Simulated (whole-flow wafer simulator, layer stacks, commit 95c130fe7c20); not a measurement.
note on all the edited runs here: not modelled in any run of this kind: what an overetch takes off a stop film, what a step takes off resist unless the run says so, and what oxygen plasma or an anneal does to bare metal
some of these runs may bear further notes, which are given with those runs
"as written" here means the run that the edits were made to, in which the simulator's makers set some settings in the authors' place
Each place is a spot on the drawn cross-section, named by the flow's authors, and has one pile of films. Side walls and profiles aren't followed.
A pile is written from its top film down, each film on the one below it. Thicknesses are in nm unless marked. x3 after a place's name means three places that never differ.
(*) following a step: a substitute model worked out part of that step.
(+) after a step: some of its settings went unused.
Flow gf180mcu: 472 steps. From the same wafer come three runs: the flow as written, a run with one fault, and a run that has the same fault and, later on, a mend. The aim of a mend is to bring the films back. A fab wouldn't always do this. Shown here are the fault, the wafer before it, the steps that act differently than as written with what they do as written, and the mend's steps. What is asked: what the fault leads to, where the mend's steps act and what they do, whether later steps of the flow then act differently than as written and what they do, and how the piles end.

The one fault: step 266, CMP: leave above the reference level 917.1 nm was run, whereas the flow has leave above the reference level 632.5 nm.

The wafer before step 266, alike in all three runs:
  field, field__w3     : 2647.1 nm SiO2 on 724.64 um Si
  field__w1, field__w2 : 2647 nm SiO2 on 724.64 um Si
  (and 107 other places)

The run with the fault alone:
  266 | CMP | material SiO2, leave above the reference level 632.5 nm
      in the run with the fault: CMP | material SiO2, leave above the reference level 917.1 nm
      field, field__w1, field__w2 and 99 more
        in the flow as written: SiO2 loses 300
        in the run with the fault: SiO2 loses 15.4
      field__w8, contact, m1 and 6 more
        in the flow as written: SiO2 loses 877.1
        in the run with the fault: SiO2 loses 592.5
  Later steps of the flow acting differently than as written:
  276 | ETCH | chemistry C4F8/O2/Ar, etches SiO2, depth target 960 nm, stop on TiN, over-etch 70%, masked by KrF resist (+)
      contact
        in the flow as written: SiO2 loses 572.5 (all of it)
        in the run with the fault: SiO2 loses 857.1 (all of it)
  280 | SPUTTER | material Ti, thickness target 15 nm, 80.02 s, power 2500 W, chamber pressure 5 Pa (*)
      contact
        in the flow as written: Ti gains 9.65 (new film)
        in the run with the fault: Ti gains 8.19 (new film)
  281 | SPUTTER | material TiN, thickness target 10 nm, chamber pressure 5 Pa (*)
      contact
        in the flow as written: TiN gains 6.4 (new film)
        in the run with the fault: TiN gains 5.42 (new film)
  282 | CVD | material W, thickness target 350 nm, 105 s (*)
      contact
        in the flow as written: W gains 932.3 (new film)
        in the run with the fault: W gains 1219.3 (new film)
  The piles end different from the flow's at field, field__w1, field__w2 and 109 more by more than 2% or 0.5 nm, whichever is larger.
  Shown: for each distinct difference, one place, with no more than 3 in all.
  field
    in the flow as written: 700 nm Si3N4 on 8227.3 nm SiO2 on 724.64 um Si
    in the run with the fault: 700 nm Si3N4 on 8511.9 nm SiO2 on 724.64 um Si
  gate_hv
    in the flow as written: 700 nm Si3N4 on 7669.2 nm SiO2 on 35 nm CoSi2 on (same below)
    in the run with the fault: 700 nm Si3N4 on 7953.8 nm SiO2 on 35 nm CoSi2 on (same below)
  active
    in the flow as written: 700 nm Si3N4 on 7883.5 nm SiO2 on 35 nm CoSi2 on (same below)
    in the run with the fault: 700 nm Si3N4 on 8168.1 nm SiO2 on 35 nm CoSi2 on (same below)

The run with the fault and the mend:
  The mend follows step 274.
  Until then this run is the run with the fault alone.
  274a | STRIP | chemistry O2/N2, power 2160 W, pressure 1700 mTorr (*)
      field, field__w1, field__w2 and 107 more
        KrF resist loses 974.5 (all of it), anti-reflective coat loses 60 (all of it)
      contact
        anti-reflective coat loses 60 (all of it)
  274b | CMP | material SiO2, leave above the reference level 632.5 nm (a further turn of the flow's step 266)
      field, field__w1, field__w2 and 108 more
        SiO2 loses 284.6
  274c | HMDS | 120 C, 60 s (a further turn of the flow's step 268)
      alters no film at any place that is followed
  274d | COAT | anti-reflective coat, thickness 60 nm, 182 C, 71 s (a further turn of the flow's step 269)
      field, field__w1, field__w2 and 108 more
        anti-reflective coat gains 60 (new film)
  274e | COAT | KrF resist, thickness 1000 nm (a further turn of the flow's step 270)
      field, field__w1, field__w2 and 108 more
        KrF resist gains 1000 (new film)
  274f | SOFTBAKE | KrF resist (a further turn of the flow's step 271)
      alters no film at any place that is followed
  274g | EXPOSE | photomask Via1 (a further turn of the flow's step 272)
      alters no film at any place that is followed
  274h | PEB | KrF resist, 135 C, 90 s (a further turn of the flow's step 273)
      field, field__w1, field__w2 and 108 more
        KrF resist loses 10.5
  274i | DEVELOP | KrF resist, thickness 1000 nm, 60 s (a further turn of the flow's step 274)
      field, field__w1, field__w2 and 107 more
        KrF resist loses 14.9
      contact
        KrF resist loses 989.5 (all of it)
  Every later step of the flow that is run acts as written at every place that is followed.
  The piles end the same as the flow's at every place that both follow.
